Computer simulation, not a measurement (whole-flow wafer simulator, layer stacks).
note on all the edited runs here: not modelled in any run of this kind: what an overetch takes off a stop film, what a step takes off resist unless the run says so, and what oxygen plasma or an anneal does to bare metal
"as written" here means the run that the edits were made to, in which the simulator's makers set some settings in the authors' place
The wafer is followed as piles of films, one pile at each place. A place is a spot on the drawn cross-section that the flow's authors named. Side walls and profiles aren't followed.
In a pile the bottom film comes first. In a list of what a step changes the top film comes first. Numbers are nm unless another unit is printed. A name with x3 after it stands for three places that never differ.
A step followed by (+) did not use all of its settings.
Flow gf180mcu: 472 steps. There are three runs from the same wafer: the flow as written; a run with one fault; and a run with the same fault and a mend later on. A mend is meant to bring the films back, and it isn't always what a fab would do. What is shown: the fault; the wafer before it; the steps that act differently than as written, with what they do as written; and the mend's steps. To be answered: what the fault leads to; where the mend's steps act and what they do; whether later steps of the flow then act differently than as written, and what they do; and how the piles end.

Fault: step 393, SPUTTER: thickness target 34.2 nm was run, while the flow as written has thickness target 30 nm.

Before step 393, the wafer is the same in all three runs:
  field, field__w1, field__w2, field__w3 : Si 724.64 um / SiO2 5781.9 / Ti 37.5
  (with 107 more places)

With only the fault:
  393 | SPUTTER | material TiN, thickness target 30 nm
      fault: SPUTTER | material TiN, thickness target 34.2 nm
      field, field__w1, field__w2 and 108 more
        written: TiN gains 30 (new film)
        fault: TiN gains 34.2 (new film)
  Steps further on in the flow that do not act as written (2 more steps, not shown, differ only slightly: by at most 2% or 0.5 nm, whichever is larger):
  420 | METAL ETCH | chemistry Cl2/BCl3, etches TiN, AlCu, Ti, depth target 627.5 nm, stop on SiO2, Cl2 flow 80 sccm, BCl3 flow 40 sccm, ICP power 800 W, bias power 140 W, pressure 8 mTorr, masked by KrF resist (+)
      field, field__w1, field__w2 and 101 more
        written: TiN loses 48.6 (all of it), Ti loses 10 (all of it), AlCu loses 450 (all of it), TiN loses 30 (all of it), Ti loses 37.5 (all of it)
        fault: TiN loses 48.6 (all of it), Ti loses 10 (all of it), AlCu loses 450 (all of it), TiN loses 34.2 (all of it), Ti loses 37.5 (all of it)
  The piles end different from the flow's at field__w4, field__w8, contact, m1, m1__w1, mim, mim_1p0, m1_nw by more than 2% or 0.5 nm, whichever is larger.
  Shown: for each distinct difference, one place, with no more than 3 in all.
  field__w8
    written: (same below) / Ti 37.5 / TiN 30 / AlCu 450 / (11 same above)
    fault: (same below) / Ti 37.5 / TiN 34.2 / AlCu 450 / (11 same above)
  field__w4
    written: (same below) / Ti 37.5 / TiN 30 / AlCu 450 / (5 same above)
    fault: (same below) / Ti 37.5 / TiN 34.2 / AlCu 450 / (5 same above)
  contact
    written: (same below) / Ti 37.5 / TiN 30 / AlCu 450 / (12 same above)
    fault: (same below) / Ti 37.5 / TiN 34.2 / AlCu 450 / (12 same above)

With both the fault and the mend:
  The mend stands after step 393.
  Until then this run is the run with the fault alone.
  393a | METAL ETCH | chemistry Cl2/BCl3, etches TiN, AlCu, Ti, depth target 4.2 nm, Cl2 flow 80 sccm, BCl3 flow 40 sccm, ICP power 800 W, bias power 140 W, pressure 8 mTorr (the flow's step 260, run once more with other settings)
      field, field__w1, field__w2 and 108 more
        TiN loses 4.2
  None of the later steps of the flow acts differently than as written at any place that is followed.
  At every place that both follow, the piles at the end match the flow's.
